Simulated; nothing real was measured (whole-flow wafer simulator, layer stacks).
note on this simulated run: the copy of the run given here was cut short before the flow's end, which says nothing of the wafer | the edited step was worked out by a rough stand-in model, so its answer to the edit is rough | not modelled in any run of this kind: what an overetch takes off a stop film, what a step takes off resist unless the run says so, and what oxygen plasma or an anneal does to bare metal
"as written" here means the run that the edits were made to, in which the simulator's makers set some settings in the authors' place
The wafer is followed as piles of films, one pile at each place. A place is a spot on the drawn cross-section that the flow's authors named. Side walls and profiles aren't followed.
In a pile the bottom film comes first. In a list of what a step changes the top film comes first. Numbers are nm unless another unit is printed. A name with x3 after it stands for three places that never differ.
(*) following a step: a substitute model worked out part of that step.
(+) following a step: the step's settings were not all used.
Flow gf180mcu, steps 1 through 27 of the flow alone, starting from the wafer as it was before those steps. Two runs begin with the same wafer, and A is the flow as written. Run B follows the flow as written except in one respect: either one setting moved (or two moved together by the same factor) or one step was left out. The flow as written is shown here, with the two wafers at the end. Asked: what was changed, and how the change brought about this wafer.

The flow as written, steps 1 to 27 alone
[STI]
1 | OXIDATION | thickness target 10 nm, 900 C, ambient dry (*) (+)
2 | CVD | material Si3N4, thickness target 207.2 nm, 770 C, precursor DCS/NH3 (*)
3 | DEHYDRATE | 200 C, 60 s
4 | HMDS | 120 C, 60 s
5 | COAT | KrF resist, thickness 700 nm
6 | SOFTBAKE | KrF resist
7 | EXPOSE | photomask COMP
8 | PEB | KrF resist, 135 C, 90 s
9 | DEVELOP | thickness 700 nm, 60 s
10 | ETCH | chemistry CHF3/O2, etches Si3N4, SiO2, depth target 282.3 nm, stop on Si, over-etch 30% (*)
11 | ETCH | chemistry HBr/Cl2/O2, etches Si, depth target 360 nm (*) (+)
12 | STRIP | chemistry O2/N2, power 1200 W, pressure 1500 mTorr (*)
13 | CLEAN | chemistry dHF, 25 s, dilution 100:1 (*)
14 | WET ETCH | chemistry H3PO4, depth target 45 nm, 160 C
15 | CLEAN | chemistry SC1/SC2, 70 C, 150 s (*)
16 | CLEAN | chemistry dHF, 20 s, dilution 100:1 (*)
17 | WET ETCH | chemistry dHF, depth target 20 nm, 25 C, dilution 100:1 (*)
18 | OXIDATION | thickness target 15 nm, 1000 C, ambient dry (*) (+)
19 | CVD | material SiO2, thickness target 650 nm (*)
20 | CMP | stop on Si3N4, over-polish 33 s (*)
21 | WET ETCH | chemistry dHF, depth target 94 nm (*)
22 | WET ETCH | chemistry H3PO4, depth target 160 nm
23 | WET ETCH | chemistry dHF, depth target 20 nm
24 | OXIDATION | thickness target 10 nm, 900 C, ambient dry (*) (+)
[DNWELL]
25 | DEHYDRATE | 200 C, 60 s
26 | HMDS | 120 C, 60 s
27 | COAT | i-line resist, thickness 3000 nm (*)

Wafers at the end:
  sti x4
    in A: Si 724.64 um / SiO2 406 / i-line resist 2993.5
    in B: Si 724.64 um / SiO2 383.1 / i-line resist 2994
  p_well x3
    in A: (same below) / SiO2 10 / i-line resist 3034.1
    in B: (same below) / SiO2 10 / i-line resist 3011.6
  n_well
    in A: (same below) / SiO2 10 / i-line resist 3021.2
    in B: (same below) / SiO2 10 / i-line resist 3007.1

The reason: step 21, WET ETCH: depth target 117 nm was run, though the flow has depth target 94 nm.

Step by step, how the change led to this:
  21 | WET ETCH | chemistry dHF, depth target 94 nm (*)
      active, n_well, p_well x3 and 38 more: A -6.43 Si3N4 | B -7.98 Si3N4
      field, field_sub, sti x4 and 31 more: A -94 SiO2 | B -117 SiO2
